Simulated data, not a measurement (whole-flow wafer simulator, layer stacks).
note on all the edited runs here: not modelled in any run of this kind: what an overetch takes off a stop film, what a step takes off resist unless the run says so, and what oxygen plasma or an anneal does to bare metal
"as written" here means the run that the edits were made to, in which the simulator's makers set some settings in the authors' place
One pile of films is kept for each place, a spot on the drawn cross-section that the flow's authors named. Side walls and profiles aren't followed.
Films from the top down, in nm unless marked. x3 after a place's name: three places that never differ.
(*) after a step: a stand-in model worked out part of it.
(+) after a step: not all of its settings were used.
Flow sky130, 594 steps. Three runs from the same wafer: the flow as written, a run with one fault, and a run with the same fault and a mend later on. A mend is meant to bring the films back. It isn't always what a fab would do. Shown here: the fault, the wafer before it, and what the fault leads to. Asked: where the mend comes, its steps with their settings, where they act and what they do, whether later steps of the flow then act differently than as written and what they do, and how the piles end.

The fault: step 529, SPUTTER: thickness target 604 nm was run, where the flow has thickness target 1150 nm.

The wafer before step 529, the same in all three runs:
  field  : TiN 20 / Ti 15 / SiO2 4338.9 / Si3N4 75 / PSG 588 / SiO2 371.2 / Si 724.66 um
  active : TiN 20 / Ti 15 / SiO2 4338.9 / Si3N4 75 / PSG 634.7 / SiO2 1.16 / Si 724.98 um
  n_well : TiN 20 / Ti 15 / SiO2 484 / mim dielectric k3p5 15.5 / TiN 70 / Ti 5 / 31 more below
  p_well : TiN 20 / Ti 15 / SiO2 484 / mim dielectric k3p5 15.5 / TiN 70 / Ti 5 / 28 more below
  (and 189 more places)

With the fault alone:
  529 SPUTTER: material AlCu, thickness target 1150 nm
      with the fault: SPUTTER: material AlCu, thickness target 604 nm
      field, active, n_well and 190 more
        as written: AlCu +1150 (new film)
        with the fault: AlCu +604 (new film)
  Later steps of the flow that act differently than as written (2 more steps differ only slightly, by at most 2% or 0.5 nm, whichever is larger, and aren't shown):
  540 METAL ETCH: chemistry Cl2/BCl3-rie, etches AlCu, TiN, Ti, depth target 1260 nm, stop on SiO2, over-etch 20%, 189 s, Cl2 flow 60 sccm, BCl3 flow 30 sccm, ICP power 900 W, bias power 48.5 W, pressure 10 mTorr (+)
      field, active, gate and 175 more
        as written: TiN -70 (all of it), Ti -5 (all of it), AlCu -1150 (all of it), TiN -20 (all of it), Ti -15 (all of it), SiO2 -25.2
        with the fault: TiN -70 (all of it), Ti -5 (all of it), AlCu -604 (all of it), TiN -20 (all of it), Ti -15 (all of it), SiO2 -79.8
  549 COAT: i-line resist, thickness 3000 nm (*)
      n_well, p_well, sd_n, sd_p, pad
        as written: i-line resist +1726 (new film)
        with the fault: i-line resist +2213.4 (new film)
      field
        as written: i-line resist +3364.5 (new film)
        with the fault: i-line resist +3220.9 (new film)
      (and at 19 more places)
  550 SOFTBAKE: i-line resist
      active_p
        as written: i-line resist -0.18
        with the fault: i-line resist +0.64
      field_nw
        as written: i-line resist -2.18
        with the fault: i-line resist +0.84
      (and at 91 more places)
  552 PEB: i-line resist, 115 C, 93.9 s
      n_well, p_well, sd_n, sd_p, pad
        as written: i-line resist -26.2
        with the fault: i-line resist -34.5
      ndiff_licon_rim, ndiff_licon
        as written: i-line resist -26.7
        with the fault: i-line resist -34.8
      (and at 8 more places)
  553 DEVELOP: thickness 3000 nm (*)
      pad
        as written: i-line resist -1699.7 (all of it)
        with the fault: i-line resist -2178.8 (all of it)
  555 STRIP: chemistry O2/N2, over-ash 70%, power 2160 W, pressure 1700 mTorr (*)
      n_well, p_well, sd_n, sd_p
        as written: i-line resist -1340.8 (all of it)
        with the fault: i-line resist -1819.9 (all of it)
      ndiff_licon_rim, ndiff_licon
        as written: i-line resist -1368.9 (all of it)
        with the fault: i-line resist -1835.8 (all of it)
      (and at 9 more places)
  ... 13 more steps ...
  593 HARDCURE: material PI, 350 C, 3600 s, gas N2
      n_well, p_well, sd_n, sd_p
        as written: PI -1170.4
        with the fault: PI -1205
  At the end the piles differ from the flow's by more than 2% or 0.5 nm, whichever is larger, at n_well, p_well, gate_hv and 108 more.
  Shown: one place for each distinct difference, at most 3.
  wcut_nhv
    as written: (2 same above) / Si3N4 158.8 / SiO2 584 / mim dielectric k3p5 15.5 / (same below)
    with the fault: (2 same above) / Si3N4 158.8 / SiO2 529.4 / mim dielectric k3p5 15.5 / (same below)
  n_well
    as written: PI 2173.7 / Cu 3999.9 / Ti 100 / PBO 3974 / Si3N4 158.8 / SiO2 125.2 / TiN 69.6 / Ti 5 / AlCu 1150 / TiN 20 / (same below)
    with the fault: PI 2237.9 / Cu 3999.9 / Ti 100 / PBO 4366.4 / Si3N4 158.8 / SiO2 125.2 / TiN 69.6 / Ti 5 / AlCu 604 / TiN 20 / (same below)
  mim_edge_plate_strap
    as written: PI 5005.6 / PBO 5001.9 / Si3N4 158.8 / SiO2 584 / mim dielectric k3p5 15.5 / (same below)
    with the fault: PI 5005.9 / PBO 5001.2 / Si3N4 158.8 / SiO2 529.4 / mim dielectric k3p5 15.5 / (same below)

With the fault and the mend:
  The mend comes after step 529.
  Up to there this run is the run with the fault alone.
  529a SPUTTER: material AlCu, thickness target 546 nm (the flow's step 529 once more, with other settings)
      field, active, n_well and 190 more
        AlCu +546
  No later step of the flow acts differently than as written at any place that is followed.
  At the end the piles are the same as the flow's at every place that both follow.
